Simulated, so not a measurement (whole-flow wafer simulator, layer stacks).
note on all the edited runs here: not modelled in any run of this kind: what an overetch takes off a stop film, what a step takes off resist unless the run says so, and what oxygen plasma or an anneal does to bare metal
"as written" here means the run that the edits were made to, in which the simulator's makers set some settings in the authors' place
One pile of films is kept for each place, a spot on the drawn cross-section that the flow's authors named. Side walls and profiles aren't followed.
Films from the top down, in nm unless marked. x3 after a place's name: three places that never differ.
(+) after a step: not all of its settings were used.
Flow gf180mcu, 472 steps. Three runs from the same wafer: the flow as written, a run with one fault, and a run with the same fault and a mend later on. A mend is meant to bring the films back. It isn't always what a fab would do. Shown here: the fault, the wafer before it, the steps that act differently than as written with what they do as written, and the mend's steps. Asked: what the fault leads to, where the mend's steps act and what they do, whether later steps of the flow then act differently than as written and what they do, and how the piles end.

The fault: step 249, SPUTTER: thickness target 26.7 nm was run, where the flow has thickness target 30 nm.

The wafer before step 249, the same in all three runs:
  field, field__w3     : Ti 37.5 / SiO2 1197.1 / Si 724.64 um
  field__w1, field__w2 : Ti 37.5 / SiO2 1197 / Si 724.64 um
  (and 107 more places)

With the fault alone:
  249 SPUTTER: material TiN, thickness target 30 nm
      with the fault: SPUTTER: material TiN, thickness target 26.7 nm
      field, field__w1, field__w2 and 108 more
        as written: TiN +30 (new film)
        with the fault: TiN +26.7 (new film)
  Later steps of the flow that act differently than as written (1 more step differs only slightly, by at most 2% or 0.5 nm, whichever is larger, and isn't shown):
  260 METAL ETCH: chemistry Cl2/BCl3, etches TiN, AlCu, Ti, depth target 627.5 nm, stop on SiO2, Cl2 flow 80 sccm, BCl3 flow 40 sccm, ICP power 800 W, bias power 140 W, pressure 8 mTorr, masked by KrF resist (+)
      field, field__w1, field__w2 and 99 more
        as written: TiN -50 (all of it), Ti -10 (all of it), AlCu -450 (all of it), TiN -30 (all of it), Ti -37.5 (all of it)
        with the fault: TiN -50 (all of it), Ti -10 (all of it), AlCu -450 (all of it), TiN -26.7 (all of it), Ti -37.5 (all of it)
  At the end the piles differ from the flow's by more than 2% or 0.5 nm, whichever is larger, at field__w8, contact, m1 and 6 more.
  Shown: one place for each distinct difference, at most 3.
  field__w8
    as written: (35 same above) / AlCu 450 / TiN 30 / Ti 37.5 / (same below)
    with the fault: (35 same above) / AlCu 450 / TiN 26.7 / Ti 37.5 / (same below)
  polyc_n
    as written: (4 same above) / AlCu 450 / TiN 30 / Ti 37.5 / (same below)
    with the fault: (4 same above) / AlCu 450 / TiN 26.7 / Ti 37.5 / (same below)
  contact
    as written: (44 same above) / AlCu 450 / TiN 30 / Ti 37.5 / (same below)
    with the fault: (44 same above) / AlCu 450 / TiN 26.7 / Ti 37.5 / (same below)

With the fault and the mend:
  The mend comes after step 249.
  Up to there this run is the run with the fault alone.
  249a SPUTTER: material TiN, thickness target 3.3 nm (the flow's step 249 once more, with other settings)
      field, field__w1, field__w2 and 108 more
        TiN +3.3
  No later step of the flow acts differently than as written at any place that is followed.
  At the end the piles are the same as the flow's at every place that both follow.
